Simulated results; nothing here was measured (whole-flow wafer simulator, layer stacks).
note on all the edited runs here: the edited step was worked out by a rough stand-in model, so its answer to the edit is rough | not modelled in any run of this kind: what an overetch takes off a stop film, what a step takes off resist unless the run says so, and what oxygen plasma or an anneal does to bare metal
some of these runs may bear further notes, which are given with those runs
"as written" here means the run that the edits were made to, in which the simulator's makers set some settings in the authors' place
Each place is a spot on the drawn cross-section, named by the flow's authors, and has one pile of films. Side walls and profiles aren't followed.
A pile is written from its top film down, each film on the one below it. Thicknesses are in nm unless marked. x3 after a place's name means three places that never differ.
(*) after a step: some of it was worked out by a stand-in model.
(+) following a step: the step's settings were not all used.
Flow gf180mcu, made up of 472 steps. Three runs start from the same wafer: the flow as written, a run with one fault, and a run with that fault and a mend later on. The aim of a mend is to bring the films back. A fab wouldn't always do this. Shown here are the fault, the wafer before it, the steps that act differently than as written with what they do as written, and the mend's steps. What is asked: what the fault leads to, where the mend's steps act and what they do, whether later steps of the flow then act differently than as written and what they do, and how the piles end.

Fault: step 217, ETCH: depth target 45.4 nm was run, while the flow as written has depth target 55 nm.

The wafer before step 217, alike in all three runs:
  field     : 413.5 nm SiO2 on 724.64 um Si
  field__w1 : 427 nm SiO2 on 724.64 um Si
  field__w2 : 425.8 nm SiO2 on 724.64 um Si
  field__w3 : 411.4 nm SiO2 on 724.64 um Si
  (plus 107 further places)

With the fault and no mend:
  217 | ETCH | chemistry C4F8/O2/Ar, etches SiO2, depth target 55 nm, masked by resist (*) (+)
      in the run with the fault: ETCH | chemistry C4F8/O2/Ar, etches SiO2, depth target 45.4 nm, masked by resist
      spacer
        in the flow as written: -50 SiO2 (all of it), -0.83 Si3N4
        in the run with the fault: -45.4 SiO2
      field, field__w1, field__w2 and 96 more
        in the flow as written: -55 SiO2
        in the run with the fault: -45.4 SiO2
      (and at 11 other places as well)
  Steps later in the flow that act otherwise than as written (6 other steps are not shown; they differ only slightly, by no more than 2% or 0.5 nm, whichever is larger):
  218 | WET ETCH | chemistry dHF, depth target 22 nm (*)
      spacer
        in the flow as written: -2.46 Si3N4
        in the run with the fault: -4.6 SiO2 (all of it), -3.03 Si3N4
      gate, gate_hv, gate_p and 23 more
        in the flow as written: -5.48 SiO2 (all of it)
        in the run with the fault: -15.1 SiO2 (all of it)
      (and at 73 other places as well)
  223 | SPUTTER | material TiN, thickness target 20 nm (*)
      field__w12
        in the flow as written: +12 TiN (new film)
        in the run with the fault: +12.6 TiN (new film)
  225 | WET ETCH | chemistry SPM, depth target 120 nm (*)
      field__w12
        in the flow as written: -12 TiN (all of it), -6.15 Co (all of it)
        in the run with the fault: -12.6 TiN (all of it), -6.42 Co (all of it)
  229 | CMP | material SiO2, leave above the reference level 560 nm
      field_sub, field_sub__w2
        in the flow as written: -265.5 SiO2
        in the run with the fault: -272.4 SiO2
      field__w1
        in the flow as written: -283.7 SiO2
        in the run with the fault: -290.1 SiO2
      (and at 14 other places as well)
  When the end is reached, the piles differ only a little from the flow's at the places that both follow, at most by 2% or 0.5 nm, whichever is larger.

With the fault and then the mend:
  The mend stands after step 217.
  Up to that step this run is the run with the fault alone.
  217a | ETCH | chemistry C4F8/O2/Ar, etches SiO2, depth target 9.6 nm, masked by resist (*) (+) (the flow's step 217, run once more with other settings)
      field, field__w1, field__w2 and 96 more
        -9.6 SiO2
      field__w5, field__w9, field__w13 and 8 more
        -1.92 resist
      spacer
        -4.6 SiO2 (all of it), -0.83 Si3N4
  None of the later steps of the flow acts differently than as written at any place that is followed.
  The piles end the same as the flow's at every place that both follow.
